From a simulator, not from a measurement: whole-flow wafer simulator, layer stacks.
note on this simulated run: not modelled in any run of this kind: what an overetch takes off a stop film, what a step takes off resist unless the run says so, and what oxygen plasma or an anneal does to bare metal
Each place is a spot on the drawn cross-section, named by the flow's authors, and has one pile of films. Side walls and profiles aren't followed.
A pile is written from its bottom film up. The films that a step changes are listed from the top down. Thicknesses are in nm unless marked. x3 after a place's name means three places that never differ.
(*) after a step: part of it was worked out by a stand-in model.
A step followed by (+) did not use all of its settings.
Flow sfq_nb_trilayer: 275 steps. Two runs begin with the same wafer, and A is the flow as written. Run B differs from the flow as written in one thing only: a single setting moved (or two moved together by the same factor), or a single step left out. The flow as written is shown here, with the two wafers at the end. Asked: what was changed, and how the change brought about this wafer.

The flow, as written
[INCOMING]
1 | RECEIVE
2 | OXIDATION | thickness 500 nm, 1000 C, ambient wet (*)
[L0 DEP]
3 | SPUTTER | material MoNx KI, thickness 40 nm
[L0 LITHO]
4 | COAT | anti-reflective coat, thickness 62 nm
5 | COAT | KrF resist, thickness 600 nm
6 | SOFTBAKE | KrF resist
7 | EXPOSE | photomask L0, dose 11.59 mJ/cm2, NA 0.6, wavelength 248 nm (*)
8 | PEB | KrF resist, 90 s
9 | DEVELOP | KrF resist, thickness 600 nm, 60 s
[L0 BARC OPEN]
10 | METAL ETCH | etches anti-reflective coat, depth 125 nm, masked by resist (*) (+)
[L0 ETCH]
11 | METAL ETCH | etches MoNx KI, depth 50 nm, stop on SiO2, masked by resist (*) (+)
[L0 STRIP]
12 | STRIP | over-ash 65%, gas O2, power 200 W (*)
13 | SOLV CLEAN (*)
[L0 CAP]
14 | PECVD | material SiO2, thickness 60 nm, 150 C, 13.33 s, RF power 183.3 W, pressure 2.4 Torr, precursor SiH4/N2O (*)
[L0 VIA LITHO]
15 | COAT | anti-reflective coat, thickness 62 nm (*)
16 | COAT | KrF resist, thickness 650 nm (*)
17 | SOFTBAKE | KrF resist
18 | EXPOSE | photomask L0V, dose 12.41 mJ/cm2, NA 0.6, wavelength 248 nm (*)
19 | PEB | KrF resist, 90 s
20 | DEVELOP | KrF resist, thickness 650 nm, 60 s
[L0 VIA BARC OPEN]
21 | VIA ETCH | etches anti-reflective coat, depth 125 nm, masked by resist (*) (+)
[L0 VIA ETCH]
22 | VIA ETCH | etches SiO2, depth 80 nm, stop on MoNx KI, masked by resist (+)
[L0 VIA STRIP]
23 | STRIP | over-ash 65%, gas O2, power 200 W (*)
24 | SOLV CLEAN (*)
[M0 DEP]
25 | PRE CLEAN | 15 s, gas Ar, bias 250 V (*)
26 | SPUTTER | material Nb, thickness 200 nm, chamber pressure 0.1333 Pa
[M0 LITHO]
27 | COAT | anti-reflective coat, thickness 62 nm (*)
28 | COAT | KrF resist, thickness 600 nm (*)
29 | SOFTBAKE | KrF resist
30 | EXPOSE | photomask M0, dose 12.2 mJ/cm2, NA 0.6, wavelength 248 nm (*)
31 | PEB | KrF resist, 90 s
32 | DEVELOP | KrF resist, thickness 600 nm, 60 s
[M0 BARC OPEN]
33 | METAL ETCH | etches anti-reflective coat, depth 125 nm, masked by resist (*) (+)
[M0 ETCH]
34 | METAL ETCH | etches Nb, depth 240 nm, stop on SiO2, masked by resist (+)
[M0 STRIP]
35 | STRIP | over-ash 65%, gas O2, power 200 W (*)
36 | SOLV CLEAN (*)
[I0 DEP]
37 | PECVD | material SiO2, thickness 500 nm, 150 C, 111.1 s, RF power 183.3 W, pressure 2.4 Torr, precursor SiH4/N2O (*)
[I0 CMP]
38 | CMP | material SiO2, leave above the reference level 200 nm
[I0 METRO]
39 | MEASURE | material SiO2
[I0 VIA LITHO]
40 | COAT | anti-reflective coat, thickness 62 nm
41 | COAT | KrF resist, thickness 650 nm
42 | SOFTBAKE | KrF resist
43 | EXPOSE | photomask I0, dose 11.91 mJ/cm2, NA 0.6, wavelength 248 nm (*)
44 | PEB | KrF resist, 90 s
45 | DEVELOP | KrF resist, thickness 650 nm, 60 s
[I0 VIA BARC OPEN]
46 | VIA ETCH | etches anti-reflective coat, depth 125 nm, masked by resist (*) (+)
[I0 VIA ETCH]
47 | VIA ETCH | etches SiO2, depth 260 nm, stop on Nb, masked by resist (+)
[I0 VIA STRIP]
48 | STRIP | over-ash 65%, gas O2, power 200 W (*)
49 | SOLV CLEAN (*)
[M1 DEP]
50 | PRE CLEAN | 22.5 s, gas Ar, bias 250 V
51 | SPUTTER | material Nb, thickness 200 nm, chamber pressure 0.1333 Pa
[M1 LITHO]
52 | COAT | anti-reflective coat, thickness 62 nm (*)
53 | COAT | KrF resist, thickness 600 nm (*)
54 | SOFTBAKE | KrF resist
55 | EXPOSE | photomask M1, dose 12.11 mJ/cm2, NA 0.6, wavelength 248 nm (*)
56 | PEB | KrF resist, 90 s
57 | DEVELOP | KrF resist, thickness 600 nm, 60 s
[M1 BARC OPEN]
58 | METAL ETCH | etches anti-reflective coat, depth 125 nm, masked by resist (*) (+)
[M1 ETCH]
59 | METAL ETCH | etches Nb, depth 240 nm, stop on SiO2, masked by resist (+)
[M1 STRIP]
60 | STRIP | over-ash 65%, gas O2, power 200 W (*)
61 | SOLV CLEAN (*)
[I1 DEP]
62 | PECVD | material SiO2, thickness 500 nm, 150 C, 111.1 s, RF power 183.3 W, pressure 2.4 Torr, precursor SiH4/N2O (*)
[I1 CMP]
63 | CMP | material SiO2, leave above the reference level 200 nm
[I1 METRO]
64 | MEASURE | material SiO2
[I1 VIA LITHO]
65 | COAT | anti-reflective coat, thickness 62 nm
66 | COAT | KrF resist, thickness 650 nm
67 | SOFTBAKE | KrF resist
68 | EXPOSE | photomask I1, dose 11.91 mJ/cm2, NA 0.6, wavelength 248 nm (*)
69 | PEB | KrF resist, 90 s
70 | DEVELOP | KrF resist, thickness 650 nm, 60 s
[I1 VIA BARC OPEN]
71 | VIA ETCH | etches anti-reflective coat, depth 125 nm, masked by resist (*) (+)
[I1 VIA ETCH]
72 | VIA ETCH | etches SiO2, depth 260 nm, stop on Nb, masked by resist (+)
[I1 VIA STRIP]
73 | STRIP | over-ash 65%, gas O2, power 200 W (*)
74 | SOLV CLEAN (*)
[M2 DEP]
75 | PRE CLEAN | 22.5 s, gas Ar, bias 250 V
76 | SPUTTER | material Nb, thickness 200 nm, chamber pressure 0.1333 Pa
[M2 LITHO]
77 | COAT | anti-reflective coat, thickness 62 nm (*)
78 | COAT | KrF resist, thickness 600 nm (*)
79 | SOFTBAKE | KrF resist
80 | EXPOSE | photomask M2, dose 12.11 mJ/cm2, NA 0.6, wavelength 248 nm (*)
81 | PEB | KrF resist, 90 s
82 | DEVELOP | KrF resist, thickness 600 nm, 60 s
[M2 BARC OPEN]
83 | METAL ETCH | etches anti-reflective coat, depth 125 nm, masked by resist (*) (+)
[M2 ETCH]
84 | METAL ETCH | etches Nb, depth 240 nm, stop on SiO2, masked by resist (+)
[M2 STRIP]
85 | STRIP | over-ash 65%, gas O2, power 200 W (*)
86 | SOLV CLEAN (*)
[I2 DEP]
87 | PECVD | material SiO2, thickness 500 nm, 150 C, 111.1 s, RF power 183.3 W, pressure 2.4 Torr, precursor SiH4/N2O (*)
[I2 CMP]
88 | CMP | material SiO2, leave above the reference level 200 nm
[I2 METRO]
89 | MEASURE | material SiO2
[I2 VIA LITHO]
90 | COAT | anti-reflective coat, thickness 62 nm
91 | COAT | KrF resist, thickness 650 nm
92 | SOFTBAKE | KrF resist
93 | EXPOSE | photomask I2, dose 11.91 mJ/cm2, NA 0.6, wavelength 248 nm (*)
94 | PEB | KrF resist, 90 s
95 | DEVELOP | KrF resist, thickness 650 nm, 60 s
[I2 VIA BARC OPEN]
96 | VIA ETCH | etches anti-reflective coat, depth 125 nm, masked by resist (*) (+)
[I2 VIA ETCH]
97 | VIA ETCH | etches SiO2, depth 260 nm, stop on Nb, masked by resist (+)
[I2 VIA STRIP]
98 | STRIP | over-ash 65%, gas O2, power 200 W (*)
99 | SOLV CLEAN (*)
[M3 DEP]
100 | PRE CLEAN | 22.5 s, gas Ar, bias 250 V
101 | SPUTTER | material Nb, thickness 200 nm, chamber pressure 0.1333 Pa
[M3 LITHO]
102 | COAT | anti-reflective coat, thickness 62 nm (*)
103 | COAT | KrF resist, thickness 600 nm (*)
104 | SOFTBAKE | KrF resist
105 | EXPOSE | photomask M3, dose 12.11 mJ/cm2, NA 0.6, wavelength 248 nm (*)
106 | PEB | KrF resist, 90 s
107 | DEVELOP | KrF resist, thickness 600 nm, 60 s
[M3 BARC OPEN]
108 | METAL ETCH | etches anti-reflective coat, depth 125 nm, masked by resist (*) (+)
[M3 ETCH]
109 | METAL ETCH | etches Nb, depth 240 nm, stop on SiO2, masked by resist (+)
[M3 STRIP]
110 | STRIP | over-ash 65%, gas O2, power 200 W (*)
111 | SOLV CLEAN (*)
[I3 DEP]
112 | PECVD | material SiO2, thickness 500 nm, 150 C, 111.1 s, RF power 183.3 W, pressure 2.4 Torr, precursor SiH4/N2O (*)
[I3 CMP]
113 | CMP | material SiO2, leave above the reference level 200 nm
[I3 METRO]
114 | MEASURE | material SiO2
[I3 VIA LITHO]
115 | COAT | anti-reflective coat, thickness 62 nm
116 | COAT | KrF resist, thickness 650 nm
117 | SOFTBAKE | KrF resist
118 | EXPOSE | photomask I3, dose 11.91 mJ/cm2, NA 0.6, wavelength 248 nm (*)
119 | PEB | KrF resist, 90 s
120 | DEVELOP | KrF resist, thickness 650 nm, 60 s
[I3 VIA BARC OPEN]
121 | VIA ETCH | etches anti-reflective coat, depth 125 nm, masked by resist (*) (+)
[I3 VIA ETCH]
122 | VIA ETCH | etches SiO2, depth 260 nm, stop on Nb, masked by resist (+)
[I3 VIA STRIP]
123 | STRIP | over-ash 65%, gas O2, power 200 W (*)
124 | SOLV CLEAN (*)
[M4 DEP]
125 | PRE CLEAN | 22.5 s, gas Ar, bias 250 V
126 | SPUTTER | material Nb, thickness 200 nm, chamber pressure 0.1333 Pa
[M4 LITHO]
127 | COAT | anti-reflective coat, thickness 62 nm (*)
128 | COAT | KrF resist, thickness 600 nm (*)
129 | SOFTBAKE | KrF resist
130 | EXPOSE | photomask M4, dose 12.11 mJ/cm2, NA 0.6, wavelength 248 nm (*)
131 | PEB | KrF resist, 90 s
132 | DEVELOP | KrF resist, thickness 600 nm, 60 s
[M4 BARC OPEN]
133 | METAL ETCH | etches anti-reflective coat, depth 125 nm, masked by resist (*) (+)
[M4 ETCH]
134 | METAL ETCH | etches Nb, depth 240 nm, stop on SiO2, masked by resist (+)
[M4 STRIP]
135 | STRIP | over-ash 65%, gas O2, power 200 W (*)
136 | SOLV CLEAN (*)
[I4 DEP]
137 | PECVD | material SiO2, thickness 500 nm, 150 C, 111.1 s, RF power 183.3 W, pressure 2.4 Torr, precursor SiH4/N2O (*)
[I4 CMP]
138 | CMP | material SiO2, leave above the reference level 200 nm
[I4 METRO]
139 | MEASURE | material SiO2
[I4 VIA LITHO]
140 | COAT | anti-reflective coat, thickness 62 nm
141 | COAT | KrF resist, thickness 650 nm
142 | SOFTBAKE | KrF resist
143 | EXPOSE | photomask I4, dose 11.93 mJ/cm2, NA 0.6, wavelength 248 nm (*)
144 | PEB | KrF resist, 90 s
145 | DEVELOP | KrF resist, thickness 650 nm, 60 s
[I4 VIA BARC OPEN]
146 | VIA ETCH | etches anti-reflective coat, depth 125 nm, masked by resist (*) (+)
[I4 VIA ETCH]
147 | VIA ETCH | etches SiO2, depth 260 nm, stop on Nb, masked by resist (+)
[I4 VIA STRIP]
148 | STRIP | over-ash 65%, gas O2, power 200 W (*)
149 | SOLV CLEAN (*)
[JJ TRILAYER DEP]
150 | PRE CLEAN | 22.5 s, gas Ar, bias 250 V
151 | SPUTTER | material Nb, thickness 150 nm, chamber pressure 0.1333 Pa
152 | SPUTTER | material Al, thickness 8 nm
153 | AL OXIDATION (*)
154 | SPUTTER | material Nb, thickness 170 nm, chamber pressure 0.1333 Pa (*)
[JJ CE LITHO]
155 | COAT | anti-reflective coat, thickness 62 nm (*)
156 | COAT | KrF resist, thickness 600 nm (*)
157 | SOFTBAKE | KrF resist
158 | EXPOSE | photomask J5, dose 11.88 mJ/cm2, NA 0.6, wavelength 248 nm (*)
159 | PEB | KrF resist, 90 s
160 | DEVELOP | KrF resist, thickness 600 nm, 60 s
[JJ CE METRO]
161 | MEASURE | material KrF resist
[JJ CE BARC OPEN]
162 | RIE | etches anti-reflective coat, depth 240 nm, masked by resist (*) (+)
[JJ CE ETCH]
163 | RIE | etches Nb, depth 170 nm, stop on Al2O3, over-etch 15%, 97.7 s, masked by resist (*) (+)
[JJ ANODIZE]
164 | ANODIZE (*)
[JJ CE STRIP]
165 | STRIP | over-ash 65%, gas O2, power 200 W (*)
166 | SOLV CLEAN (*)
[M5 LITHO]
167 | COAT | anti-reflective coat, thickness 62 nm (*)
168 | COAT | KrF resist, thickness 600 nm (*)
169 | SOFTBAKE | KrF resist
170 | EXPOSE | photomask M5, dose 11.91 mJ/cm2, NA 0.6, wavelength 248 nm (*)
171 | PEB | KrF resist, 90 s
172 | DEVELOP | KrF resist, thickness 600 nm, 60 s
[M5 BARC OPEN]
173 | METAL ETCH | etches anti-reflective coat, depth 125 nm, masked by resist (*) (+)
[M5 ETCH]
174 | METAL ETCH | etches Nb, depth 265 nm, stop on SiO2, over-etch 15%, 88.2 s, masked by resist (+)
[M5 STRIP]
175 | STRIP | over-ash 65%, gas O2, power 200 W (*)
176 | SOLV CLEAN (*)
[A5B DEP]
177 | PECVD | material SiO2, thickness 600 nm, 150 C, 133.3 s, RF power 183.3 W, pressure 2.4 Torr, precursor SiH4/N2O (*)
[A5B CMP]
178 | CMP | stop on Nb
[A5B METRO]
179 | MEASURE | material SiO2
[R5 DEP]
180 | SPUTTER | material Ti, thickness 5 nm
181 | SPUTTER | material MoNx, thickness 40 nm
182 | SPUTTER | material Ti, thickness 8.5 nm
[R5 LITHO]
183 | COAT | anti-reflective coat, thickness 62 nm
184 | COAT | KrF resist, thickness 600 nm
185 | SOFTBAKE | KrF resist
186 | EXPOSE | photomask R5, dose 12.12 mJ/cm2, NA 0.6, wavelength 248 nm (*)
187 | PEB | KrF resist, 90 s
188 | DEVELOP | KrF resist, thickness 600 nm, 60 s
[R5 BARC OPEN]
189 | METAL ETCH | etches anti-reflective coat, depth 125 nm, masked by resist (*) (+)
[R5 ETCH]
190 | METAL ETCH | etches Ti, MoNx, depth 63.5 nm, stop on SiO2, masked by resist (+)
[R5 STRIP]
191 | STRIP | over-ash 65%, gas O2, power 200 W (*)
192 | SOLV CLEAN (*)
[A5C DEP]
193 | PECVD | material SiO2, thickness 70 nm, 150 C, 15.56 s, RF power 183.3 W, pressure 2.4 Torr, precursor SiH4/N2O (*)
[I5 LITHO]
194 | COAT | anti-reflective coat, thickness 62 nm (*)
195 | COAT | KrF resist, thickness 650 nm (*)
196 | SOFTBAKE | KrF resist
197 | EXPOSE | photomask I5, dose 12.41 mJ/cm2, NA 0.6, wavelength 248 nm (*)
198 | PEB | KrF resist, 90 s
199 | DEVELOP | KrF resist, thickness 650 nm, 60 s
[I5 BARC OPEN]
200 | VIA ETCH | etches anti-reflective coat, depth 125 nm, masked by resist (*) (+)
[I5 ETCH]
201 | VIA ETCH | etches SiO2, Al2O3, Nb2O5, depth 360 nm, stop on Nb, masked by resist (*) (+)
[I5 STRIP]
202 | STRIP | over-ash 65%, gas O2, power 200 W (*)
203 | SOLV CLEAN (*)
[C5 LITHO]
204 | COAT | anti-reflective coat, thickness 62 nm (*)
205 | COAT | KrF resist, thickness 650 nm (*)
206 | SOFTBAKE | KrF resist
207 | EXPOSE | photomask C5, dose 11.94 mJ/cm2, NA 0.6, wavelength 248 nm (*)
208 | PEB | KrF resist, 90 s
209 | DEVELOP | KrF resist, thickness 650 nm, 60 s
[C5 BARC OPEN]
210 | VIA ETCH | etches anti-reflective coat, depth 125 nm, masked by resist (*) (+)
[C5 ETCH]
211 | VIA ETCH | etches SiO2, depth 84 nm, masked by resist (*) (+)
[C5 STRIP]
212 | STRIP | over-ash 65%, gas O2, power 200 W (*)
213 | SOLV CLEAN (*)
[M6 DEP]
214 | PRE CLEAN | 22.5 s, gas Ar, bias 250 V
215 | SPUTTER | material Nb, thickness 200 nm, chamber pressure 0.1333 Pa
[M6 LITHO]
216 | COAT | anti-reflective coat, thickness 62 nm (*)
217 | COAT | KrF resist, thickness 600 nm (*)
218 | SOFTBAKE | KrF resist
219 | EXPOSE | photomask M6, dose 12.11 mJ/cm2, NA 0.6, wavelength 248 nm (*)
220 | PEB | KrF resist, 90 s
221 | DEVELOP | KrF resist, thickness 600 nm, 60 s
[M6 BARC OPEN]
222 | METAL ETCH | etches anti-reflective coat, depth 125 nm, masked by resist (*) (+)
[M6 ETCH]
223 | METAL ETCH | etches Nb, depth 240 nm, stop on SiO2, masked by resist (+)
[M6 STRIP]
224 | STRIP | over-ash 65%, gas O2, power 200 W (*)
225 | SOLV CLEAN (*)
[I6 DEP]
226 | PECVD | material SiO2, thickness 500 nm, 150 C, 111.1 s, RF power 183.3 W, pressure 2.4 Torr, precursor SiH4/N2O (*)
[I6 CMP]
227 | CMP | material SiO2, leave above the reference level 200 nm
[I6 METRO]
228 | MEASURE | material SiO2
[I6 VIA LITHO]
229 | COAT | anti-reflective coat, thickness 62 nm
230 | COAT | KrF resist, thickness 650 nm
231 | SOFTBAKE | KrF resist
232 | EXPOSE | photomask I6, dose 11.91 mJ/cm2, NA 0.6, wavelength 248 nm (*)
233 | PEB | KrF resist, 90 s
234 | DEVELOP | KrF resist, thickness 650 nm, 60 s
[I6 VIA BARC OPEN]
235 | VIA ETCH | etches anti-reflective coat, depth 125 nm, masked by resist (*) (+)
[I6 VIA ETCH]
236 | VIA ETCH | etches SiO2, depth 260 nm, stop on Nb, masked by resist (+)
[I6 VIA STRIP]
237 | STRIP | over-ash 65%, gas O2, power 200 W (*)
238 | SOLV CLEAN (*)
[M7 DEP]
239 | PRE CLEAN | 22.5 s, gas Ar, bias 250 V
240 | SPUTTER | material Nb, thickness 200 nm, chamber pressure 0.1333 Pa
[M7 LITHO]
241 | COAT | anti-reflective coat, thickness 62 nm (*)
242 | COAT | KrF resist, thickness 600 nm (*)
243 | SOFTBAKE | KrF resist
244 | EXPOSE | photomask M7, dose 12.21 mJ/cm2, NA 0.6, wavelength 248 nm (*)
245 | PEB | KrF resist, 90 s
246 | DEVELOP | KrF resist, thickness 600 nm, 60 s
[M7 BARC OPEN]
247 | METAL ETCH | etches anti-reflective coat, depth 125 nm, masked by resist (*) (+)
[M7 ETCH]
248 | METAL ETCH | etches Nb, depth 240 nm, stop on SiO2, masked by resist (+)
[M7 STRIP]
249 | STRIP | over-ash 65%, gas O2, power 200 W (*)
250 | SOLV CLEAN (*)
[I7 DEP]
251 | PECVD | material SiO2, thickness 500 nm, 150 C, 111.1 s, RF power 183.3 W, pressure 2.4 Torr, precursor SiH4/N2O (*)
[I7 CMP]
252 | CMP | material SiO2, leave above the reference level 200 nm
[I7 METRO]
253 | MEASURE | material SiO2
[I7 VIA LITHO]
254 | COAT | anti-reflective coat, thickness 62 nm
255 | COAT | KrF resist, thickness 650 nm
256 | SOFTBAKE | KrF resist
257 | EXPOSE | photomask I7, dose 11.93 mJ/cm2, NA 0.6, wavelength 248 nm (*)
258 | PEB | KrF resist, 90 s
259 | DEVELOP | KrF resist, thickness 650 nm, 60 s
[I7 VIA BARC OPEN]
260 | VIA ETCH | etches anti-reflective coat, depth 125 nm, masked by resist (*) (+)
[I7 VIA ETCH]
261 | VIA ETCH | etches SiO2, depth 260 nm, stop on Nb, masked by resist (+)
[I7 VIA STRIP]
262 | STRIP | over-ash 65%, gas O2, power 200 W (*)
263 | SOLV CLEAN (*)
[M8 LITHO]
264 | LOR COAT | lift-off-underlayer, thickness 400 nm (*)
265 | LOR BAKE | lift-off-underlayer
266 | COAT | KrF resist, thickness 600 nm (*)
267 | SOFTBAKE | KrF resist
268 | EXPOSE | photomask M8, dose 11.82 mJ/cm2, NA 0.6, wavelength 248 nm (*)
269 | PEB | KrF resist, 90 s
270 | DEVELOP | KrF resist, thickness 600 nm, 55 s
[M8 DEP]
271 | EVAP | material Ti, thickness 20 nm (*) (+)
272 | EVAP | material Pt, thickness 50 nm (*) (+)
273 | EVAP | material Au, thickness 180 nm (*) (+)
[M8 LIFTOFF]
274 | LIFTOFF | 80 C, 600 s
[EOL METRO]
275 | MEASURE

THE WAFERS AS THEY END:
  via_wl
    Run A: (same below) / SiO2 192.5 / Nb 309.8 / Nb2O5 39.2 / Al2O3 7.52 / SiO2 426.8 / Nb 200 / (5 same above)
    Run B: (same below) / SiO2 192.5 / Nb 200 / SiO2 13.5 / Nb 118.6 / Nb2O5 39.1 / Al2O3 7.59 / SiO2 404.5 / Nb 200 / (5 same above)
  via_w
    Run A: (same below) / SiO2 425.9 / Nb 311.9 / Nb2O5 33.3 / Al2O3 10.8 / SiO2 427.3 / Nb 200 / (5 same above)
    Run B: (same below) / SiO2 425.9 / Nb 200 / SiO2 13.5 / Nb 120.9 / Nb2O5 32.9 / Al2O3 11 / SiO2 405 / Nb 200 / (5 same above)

Cause: step 147, VIA ETCH: depth 178.8 nm was run, whereas the flow has depth 260 nm.

The path from the change to this, step by step:
  147 | VIA ETCH | etches SiO2, depth 260 nm, stop on Nb, masked by resist (+)
      via_wl, via_w, via_wr: A -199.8 SiO2 (all of it) | B -178.8 SiO2
      field_l, v_sur, via_sp and 100 more: A -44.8 KrF resist | B -30.8 KrF resist
  148 | STRIP | over-ash 65%, gas O2, power 200 W (*)
      field_l, v_sur, via_sp and 100 more: A -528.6 KrF resist (all of it), -62 anti-reflective coat (all of it) | B -542.6 KrF resist (all of it), -62 anti-reflective coat (all of it)
  150 | PRE CLEAN | 22.5 s, gas Ar, bias 250 V
      via_wl, via_w, via_wr: A -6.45 Nb | B -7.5 SiO2
  151 | SPUTTER | material Nb, thickness 150 nm, chamber pressure 0.1333 Pa
      via_wl, via_w, via_wr: A +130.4 Nb | B +132.7 Nb (new film)
  154 | SPUTTER | material Nb, thickness 170 nm, chamber pressure 0.1333 Pa (*)
      via_wl, via_wr: A +140.7 Nb (new film) | B +144.2 Nb (new film)
      via_w: A +141 Nb (new film) | B +144.5 Nb (new film)
  155 | COAT | anti-reflective coat, thickness 62 nm (*)
      via_wl, via_wr: A +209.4 anti-reflective coat (new film) | B +189.9 anti-reflective coat (new film)
      via_w: A +97.4 anti-reflective coat (new film) | B +95.4 anti-reflective coat (new film)
  156 | COAT | KrF resist, thickness 600 nm (*)
      via_w: A +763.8 KrF resist (new film) | B +744.8 KrF resist (new film)
  160 | DEVELOP | KrF resist, thickness 600 nm, 60 s
      via_w: A -762.1 KrF resist (all of it) | B -743.2 KrF resist (all of it)
  162 | RIE | etches anti-reflective coat, depth 240 nm, masked by resist (*) (+)
      ce_l, c5j, ce_r, wl_jj: A -209.4 KrF resist | B -189.9 KrF resist
      via_wl, via_wr: A -209.4 anti-reflective coat (all of it) | B -189.9 anti-reflective coat (all of it)
      (also at 1 further place)
  163 | RIE | etches Nb, depth 170 nm, stop on Al2O3, over-etch 15%, 97.7 s, masked by resist (*) (+)
      via_wl, via_wr: A -140.7 Nb (all of it), -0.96 Al2O3 (all of it) | B -144.2 Nb (all of it), -0.96 Al2O3 (all of it)
      via_w: A -141 Nb (all of it), -0.96 Al2O3 (all of it) | B -144.5 Nb (all of it), -0.96 Al2O3 (all of it)
  165 | STRIP | over-ash 65%, gas O2, power 200 W (*)
      ce_l: A -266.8 KrF resist (all of it), -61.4 anti-reflective coat (all of it) | B -286.4 KrF resist (all of it), -61.5 anti-reflective coat (all of it)
      c5j: A -266.9 KrF resist (all of it), -61.5 anti-reflective coat (all of it) | B -286.4 KrF resist (all of it), -61.5 anti-reflective coat (all of it)
      (also at 2 further places)
  167 | COAT | anti-reflective coat, thickness 62 nm (*)
      via_wl: A +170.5 anti-reflective coat (new film) | B +155.3 anti-reflective coat (new film)
      via_wr: A +170.6 anti-reflective coat (new film) | B +155.3 anti-reflective coat (new film)
  168 | COAT | KrF resist, thickness 600 nm (*)
      via_w: A +732.6 KrF resist (new film) | B +717.8 KrF resist (new film)
  175 | STRIP | over-ash 65%, gas O2, power 200 W (*)
      via_wl: A -427 KrF resist (all of it), -170.5 anti-reflective coat (all of it) | B -425.2 KrF resist (all of it), -155.3 anti-reflective coat (all of it)
      via_w: A -503.5 KrF resist (all of it), -84.1 anti-reflective coat (all of it) | B -488.7 KrF resist (all of it), -82.9 anti-reflective coat (all of it)
      (also at 1 further place)
  178 | CMP | stop on Nb
      via_wl, via_wr: A -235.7 SiO2 | B -258 SiO2
      via_w: A -235.2 SiO2 | B -257.5 SiO2
Taking metal films that touch as one body, via_wl has 8 bodies (between them, from the top down: SiO2 192.5; SiO2 404.5 / Al2O3 7.59 / Nb2O5 39.1; SiO2 13.5; SiO2 192.5; SiO2 192.5; SiO2 192.5; SiO2 192.5); the flow as written gives 7 bodies (between them, from the top down: SiO2 192.5; SiO2 426.8 / Al2O3 7.52 / Nb2O5 39.2; SiO2 192.5; SiO2 192.5; SiO2 192.5; SiO2 192.5).
Taking metal films that touch as one body, via_w has 6 bodies (between them, from the top down: SiO2 192.5; SiO2 405 / Al2O3 11 / Nb2O5 32.9; SiO2 13.5; SiO2 425.9; SiO2 416.9); the flow as written gives 5 bodies (between them, from the top down: SiO2 192.5; SiO2 427.3 / Al2O3 10.8 / Nb2O5 33.3; SiO2 425.9; SiO2 416.9).
